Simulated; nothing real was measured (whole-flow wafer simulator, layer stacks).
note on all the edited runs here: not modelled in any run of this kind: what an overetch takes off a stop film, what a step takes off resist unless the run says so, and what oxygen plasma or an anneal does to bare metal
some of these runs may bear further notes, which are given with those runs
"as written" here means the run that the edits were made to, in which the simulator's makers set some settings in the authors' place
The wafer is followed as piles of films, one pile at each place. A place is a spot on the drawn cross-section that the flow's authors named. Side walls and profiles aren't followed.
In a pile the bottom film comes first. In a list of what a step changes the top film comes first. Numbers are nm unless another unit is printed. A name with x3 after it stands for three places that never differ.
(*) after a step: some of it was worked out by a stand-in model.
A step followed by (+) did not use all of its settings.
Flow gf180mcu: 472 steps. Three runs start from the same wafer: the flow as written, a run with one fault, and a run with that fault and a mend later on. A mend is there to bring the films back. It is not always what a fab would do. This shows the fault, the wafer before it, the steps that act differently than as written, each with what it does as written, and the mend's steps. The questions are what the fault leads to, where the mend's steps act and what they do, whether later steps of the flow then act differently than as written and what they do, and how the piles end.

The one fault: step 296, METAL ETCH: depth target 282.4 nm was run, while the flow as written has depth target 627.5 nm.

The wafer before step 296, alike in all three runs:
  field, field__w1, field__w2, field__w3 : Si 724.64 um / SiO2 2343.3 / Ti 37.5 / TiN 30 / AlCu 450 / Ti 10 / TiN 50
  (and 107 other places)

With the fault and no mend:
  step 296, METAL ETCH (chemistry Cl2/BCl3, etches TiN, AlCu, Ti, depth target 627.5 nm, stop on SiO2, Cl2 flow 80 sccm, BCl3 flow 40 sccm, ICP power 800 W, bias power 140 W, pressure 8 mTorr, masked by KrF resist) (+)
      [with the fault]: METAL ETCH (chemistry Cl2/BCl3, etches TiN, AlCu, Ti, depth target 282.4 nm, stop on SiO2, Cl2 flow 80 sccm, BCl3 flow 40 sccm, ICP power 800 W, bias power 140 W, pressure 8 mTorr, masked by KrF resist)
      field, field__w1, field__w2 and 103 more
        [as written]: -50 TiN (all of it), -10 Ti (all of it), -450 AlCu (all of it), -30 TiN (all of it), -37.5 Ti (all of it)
        [with the fault]: -50 TiN (all of it), -10 Ti (all of it), -222.4 AlCu
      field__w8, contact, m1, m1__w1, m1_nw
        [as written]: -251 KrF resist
        [with the fault]: -113 KrF resist
  Steps later in the flow that act otherwise than as written:
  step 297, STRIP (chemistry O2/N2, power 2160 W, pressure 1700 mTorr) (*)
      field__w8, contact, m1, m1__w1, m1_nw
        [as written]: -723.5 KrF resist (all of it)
        [with the fault]: -861.6 KrF resist (all of it)
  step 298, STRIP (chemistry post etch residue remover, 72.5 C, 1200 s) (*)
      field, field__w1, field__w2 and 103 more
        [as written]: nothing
        [with the fault]: -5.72 AlCu
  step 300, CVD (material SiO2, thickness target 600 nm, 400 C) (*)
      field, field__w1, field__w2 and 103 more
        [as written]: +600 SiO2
        [with the fault]: +600 SiO2 (new film)
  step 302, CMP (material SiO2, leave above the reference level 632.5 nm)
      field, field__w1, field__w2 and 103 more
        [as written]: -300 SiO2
        [with the fault]: -589.4 SiO2
  By the end, the piles at field, field__w1, field__w2 and 104 more depart from the flow's by more than 2% or 0.5 nm, whichever is larger.
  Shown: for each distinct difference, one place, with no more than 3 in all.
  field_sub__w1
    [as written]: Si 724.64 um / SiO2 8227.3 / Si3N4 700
    [with the fault]: Si 724.64 um / SiO2 2343.2 / Ti 37.5 / TiN 30 / AlCu 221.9 / SiO2 5594.6 / Si3N4 700
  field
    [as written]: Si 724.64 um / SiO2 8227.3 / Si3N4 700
    [with the fault]: Si 724.64 um / SiO2 2343.3 / Ti 37.5 / TiN 30 / AlCu 221.9 / SiO2 5594.6 / Si3N4 700
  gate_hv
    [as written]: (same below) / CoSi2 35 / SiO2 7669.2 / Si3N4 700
    [with the fault]: (same below) / CoSi2 35 / SiO2 1785.1 / Ti 37.5 / TiN 30 / AlCu 221.9 / SiO2 5594.6 / Si3N4 700

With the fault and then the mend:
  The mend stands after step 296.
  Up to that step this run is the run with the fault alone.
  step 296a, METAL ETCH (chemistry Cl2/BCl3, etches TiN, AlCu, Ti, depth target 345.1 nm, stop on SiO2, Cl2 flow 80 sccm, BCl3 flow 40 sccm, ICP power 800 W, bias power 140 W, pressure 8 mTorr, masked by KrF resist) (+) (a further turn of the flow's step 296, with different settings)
      field, field__w1, field__w2 and 103 more
        -227.6 AlCu (all of it), -30 TiN (all of it), -37.5 Ti (all of it)
      field__w8, contact, m1, m1__w1, m1_nw
        -138 KrF resist
  None of the later steps of the flow acts differently than as written at any place that is followed.
  By the end, the piles equal the flow's at every place that both follow.
